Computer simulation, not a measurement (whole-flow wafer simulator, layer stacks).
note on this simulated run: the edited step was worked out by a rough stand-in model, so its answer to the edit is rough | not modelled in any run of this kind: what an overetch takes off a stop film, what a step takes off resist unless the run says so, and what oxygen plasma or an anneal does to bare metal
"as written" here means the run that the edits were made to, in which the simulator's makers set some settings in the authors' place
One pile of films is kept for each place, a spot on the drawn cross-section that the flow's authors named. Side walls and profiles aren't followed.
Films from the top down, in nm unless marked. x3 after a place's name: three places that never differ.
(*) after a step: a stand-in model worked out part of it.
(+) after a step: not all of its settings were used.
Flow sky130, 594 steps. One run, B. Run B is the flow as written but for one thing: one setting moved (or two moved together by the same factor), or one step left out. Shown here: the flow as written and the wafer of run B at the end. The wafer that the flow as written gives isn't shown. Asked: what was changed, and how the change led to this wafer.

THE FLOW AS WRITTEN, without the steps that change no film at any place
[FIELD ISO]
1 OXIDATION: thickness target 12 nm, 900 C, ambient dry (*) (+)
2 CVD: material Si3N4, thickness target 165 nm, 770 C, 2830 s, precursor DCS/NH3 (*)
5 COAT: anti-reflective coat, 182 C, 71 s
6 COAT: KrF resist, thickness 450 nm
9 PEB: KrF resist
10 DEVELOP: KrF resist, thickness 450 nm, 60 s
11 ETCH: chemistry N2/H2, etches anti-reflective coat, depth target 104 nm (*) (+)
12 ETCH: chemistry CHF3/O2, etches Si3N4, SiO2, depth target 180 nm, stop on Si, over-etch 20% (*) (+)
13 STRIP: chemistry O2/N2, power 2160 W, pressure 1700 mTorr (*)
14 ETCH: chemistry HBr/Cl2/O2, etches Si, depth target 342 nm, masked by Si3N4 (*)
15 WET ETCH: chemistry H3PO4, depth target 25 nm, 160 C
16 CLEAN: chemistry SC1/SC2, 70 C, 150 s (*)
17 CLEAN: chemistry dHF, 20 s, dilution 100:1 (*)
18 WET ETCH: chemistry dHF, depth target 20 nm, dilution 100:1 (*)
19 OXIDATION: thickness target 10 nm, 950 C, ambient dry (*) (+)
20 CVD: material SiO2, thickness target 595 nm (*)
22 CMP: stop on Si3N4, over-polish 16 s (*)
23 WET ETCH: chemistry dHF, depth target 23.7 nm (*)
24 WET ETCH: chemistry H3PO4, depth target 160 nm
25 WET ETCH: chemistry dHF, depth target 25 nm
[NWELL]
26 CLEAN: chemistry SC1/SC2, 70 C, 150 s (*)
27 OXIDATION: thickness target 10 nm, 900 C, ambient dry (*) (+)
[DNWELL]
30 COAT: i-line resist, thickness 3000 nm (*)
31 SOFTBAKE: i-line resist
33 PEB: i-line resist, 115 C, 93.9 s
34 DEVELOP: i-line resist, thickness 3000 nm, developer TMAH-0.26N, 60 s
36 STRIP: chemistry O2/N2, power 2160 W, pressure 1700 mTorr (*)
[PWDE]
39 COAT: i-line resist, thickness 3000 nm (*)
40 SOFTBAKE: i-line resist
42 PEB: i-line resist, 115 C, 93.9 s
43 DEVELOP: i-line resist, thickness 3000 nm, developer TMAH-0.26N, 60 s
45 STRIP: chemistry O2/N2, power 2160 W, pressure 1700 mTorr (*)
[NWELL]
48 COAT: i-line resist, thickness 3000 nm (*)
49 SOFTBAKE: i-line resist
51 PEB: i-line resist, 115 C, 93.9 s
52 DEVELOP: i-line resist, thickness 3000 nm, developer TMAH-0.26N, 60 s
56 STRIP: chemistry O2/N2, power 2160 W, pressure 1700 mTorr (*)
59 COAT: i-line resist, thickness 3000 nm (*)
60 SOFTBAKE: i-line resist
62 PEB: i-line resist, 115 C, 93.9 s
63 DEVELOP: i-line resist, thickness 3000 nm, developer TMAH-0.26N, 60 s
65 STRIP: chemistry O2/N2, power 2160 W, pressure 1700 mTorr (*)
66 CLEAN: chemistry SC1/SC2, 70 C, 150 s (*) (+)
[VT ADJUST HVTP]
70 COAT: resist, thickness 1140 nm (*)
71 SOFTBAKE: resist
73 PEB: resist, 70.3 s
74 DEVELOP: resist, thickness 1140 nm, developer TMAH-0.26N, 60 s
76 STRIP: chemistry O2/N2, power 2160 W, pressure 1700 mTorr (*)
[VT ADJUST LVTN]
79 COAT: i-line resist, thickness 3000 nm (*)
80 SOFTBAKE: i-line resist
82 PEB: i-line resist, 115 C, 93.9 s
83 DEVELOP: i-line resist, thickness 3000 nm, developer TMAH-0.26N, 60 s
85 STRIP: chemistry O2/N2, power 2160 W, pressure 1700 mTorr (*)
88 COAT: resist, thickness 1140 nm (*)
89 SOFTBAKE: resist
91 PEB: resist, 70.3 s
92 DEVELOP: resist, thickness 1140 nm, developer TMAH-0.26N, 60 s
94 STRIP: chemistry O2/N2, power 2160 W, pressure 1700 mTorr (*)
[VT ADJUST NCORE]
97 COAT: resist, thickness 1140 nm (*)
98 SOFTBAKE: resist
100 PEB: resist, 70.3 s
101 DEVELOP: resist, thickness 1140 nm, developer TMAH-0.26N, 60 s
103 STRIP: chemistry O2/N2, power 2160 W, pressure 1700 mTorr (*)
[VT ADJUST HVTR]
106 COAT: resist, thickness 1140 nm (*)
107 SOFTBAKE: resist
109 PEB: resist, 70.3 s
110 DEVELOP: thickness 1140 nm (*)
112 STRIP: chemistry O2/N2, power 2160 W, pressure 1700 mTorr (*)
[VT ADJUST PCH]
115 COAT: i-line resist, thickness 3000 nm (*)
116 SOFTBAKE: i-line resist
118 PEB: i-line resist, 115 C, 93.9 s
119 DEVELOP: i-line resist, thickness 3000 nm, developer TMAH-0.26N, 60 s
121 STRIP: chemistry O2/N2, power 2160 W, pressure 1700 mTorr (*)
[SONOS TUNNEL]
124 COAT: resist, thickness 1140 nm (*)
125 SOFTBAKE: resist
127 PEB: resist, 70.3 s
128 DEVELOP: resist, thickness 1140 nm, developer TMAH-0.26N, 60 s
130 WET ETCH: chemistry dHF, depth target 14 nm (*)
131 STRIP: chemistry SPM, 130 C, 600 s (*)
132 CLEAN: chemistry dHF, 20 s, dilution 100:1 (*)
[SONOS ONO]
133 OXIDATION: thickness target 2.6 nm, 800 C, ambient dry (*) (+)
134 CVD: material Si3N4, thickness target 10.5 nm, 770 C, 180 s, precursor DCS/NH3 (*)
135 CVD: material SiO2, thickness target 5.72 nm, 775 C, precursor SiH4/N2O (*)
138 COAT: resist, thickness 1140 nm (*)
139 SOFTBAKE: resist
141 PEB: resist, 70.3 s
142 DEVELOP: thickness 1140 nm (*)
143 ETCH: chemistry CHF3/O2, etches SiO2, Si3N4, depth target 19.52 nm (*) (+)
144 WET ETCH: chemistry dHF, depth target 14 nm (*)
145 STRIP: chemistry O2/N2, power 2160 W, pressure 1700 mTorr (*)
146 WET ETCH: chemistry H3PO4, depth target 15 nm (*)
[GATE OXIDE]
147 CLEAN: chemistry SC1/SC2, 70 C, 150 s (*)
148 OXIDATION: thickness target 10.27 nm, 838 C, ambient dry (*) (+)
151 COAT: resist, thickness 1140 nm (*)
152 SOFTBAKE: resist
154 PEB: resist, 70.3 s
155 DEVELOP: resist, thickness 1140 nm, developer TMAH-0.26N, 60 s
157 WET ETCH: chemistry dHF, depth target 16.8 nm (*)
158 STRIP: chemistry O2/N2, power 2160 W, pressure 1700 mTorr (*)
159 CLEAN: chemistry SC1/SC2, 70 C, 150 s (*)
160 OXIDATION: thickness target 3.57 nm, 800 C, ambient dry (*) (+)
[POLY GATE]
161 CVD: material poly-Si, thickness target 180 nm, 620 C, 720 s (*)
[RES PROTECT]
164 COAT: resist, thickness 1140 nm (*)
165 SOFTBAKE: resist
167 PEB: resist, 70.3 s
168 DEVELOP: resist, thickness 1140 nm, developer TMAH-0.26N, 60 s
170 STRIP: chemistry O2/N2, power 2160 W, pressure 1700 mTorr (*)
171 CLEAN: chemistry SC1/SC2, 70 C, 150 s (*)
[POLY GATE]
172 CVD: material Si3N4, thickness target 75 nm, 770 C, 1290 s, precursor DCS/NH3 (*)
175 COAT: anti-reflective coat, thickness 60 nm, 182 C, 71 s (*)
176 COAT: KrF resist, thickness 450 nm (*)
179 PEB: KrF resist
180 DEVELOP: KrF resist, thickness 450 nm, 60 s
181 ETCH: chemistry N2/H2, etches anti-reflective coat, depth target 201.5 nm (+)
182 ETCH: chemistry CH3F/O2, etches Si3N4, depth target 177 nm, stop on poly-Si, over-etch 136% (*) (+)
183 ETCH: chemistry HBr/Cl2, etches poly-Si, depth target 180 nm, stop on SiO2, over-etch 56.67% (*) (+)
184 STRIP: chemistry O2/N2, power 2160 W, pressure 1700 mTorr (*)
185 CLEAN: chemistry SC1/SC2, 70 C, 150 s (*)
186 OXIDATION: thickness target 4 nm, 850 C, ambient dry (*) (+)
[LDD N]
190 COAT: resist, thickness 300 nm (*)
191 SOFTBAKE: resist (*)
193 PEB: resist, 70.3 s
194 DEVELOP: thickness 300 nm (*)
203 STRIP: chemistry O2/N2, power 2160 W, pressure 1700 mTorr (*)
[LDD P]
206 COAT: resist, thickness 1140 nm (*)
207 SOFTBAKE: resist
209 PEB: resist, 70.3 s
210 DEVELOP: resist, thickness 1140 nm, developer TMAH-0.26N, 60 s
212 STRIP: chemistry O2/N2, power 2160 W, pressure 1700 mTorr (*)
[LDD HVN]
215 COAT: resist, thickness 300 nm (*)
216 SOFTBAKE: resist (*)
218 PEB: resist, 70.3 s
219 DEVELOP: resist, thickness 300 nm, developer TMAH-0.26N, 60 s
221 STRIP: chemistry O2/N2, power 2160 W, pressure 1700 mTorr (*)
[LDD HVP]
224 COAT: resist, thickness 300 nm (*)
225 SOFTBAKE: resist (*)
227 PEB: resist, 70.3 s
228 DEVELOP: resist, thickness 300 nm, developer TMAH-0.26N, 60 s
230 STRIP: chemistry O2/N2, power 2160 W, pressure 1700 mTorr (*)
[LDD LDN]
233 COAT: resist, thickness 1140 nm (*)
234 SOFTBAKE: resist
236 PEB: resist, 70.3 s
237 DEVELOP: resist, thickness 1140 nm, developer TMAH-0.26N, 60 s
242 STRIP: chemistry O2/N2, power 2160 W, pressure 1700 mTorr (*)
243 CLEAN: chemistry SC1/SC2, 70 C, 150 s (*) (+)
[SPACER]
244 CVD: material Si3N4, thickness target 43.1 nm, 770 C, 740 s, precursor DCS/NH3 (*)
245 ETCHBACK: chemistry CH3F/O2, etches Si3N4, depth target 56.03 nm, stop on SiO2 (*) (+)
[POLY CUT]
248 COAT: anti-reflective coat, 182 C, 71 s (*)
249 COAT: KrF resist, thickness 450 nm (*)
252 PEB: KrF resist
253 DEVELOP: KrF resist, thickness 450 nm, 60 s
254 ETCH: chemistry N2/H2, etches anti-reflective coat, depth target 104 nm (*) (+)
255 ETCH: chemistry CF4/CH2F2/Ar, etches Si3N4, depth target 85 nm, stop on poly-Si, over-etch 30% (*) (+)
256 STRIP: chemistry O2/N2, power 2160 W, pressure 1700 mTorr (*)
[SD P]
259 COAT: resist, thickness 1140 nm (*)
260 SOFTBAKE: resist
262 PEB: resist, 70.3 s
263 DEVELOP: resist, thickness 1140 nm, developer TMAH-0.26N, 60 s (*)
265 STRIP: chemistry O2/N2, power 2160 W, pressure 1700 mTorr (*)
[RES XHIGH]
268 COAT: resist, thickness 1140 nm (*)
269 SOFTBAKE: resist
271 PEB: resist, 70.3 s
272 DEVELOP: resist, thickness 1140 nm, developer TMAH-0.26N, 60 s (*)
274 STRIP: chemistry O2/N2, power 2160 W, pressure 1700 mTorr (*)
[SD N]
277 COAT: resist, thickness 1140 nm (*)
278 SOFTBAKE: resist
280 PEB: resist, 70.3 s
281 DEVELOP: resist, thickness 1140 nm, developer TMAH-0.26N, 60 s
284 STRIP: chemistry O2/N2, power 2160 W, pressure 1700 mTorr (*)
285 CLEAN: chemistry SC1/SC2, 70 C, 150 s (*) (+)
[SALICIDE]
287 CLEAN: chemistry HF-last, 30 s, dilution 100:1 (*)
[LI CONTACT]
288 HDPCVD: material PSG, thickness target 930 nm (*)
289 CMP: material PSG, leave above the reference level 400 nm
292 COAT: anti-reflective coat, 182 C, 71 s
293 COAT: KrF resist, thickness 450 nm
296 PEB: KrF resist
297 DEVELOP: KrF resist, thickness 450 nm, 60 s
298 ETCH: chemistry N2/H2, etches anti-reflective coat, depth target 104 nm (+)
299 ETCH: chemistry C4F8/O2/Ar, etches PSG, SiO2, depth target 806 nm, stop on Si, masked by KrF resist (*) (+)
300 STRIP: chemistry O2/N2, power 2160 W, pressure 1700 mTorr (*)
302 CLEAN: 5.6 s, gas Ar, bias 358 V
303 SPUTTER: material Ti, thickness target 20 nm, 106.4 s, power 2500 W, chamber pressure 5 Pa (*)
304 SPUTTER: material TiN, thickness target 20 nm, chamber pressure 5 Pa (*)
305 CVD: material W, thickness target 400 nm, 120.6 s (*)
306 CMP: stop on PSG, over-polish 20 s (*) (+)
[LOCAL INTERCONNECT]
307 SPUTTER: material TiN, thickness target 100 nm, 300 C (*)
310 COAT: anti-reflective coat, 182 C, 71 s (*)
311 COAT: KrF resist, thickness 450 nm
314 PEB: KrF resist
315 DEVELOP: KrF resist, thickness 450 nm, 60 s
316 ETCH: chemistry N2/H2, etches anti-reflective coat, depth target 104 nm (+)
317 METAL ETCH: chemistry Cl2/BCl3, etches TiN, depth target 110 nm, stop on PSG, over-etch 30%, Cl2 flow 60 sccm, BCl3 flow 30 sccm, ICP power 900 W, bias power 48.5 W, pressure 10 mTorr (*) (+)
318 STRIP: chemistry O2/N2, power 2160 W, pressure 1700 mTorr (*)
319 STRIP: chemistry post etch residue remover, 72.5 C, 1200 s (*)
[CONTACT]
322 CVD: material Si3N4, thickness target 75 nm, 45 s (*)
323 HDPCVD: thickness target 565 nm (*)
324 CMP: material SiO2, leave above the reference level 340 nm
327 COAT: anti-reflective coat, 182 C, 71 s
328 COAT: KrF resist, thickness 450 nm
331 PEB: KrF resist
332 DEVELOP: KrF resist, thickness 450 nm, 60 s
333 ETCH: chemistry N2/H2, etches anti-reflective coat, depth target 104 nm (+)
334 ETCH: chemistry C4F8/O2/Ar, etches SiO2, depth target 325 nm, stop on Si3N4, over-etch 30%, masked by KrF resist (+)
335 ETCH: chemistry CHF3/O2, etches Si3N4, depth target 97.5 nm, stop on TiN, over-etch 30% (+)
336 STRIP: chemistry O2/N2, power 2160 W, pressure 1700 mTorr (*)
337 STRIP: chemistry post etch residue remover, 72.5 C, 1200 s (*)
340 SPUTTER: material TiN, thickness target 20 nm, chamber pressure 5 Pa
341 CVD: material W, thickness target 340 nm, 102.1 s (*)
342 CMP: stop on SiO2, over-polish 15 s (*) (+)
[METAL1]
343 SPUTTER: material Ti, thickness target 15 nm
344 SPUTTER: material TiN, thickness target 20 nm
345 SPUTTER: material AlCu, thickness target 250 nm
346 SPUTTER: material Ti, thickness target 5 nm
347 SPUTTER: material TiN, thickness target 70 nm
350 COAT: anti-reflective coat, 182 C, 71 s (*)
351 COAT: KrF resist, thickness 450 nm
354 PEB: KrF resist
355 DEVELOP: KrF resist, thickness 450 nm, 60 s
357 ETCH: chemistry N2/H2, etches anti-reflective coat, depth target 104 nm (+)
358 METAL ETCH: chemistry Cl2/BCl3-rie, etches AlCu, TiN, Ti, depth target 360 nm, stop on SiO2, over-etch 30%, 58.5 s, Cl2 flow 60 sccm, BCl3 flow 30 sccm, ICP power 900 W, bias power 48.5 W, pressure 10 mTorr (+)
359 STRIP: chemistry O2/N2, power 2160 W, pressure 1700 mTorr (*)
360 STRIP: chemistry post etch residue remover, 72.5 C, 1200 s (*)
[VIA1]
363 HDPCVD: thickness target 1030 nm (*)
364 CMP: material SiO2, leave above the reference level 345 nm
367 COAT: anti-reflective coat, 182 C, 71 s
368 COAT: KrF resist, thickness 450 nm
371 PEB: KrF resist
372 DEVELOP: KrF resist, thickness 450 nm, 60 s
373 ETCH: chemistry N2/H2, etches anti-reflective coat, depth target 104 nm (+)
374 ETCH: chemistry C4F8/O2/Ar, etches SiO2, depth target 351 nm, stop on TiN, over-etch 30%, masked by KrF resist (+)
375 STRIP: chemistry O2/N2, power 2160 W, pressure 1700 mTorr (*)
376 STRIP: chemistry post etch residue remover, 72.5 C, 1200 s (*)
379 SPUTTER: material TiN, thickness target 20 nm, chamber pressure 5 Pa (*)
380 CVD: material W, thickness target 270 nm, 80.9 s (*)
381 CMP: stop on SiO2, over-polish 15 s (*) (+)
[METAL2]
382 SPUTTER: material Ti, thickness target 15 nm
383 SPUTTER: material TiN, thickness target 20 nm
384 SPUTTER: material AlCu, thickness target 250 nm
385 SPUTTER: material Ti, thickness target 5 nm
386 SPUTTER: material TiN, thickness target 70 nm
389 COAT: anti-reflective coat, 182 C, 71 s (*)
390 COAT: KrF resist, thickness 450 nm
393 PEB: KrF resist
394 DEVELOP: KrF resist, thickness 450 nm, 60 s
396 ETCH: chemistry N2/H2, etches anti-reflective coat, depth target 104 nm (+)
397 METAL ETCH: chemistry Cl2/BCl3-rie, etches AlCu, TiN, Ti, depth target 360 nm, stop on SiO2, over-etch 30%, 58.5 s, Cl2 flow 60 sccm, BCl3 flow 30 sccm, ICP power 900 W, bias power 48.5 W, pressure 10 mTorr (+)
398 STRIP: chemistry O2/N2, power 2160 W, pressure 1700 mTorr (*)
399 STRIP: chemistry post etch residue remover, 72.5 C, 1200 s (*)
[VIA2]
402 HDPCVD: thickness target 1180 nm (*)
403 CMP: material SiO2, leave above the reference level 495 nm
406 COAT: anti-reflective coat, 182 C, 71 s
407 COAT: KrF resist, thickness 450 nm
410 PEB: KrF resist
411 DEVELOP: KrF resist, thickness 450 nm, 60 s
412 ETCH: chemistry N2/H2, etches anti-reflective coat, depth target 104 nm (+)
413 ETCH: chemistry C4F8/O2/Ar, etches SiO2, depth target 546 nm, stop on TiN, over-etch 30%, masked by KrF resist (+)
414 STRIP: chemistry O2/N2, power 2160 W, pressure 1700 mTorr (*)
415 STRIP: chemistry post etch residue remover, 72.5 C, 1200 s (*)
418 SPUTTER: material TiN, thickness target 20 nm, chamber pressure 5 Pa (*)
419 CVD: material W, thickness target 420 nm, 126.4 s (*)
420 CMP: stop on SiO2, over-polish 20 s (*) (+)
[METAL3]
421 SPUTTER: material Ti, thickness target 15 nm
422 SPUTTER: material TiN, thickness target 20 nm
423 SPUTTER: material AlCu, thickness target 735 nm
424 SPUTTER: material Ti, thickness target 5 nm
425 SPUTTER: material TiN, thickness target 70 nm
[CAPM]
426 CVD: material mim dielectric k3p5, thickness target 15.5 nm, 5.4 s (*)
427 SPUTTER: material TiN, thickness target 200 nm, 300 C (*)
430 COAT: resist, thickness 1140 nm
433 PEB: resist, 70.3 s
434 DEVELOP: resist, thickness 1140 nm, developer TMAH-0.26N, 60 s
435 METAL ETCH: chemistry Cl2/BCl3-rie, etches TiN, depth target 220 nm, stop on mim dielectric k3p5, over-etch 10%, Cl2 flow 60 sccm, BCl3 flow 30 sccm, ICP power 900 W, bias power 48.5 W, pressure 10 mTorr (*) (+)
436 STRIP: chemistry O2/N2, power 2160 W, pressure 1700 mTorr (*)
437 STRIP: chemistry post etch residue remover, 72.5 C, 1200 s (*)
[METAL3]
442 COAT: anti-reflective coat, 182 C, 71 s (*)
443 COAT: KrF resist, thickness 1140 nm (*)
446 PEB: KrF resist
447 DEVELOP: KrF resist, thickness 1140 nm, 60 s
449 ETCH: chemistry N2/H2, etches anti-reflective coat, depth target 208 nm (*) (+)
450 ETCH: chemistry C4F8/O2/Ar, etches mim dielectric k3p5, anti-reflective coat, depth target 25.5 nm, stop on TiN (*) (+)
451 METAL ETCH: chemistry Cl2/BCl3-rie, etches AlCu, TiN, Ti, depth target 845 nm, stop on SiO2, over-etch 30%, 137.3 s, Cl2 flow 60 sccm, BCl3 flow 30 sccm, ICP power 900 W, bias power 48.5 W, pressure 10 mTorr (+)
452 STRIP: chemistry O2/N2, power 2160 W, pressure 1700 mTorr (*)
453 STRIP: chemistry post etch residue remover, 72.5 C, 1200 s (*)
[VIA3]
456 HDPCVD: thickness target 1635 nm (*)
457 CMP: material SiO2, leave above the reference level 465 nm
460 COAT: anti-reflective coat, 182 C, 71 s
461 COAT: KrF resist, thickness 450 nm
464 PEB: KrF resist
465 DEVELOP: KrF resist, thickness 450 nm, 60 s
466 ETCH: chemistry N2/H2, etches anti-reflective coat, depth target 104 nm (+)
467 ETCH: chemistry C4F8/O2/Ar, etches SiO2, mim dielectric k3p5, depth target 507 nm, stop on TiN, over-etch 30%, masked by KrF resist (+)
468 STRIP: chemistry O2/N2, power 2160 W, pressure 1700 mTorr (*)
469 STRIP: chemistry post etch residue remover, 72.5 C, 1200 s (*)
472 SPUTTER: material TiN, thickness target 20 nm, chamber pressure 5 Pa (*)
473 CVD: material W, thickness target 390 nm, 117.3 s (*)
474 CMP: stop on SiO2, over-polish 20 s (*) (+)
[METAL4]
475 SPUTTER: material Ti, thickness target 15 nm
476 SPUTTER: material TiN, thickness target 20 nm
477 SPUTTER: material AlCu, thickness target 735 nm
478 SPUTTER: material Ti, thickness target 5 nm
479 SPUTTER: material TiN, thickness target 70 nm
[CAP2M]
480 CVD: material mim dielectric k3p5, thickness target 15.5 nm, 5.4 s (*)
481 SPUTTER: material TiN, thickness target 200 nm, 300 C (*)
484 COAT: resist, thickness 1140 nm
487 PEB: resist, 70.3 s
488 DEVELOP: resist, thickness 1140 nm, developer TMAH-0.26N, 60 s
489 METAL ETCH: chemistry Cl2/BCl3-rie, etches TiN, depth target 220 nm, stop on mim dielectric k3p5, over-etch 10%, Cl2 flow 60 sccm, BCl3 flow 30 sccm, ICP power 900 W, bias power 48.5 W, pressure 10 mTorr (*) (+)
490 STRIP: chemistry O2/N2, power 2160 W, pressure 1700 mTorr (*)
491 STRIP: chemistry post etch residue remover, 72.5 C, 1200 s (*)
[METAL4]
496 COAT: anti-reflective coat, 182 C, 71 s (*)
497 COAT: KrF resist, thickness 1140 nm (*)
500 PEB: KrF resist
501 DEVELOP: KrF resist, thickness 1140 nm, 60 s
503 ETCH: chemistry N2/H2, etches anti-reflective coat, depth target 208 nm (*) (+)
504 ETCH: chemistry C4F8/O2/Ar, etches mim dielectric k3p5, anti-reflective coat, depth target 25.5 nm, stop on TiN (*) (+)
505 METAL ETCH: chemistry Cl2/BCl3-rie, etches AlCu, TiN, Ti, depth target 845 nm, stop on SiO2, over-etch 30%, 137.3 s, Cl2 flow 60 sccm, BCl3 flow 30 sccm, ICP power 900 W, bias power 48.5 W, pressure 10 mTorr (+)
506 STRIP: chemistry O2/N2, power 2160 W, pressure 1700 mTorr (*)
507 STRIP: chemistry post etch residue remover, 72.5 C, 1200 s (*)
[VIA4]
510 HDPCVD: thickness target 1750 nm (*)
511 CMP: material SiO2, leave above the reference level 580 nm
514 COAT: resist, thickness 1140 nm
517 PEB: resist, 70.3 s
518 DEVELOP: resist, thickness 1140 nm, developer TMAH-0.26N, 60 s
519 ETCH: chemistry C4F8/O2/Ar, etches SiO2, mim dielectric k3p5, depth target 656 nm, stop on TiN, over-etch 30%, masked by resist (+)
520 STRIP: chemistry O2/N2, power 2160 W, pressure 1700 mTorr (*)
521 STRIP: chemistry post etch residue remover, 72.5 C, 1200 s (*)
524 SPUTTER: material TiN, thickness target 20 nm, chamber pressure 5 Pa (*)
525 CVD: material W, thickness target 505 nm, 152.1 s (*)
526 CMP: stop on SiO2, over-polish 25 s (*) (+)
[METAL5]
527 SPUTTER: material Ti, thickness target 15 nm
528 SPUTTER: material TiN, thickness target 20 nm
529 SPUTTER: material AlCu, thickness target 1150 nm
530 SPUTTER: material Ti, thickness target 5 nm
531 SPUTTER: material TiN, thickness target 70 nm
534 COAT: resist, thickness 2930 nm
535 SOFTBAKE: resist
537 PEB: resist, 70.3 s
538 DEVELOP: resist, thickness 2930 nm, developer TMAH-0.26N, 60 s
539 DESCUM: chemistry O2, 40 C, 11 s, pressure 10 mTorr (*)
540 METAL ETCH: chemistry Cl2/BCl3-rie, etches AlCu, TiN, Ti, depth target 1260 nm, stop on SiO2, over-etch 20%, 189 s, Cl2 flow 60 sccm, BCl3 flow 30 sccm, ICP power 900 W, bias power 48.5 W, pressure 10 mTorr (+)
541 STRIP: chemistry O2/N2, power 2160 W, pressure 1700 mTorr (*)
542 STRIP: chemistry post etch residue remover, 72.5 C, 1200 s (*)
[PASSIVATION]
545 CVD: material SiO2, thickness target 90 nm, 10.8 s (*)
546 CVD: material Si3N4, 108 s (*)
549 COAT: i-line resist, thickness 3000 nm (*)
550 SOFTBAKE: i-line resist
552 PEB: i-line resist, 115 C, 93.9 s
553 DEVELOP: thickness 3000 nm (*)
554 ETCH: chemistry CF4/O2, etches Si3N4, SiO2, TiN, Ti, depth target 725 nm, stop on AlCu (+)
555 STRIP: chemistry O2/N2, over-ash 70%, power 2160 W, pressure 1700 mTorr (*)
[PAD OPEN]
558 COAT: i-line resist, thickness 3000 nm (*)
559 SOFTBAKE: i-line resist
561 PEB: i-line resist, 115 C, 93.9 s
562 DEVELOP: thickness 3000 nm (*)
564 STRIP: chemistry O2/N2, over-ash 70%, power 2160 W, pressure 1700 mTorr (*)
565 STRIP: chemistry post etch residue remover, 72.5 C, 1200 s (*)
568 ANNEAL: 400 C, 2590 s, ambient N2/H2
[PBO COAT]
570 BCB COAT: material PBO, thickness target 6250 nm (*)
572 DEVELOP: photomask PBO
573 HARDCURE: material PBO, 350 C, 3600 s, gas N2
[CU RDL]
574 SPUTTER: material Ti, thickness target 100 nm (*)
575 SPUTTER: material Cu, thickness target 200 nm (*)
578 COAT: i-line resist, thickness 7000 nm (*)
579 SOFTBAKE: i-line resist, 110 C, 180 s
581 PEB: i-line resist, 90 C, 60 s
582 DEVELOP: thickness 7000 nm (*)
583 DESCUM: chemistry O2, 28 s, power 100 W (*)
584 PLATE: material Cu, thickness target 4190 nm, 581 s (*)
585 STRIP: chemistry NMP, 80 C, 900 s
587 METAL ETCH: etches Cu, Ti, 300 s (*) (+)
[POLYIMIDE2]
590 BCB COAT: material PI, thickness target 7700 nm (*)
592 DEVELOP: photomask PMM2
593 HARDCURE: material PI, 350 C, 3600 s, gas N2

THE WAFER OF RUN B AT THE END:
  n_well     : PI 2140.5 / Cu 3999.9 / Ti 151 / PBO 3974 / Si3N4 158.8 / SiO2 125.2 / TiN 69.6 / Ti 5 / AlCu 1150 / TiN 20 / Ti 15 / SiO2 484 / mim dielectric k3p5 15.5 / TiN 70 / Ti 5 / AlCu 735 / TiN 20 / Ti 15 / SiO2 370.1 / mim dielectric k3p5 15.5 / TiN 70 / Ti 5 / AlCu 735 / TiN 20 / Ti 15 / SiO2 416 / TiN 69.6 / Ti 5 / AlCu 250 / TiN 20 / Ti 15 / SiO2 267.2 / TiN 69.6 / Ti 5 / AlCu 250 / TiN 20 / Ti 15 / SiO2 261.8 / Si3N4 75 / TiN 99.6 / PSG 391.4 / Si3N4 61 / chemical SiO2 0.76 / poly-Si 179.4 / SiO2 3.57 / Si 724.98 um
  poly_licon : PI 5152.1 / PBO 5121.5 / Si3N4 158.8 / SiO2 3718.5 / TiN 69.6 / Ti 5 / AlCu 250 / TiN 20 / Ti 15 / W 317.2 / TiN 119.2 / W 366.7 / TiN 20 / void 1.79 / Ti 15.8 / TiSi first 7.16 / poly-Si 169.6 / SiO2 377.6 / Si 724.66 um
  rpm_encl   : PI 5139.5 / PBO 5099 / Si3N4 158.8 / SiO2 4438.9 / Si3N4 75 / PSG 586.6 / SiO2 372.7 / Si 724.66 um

The cause: step 574, SPUTTER: thickness target 151 nm was run, where the flow has thickness target 100 nm.
It can be read off the wafer: n_well has Ti 151, and step 574 as written asks for 100 nm.

How the change led to this, step by step:
  574 SPUTTER: material Ti, thickness target 100 nm (*)
      field, active, n_well and 190 more: Ti +151 (new film) (as written it would be: Ti +100 (new film))
  587 METAL ETCH: etches Cu, Ti, 300 s (*) (+)
      field, active, gate and 167 more: Cu -200 (all of it), Ti -151 (all of it) (as written it would be: Cu -200 (all of it), Ti -100 (all of it))
  590 BCB COAT: material PI, thickness target 7700 nm (*)
      de16_gate_nw: PI +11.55 um (new film) (as written it would be: PI +11.5 um (new film))
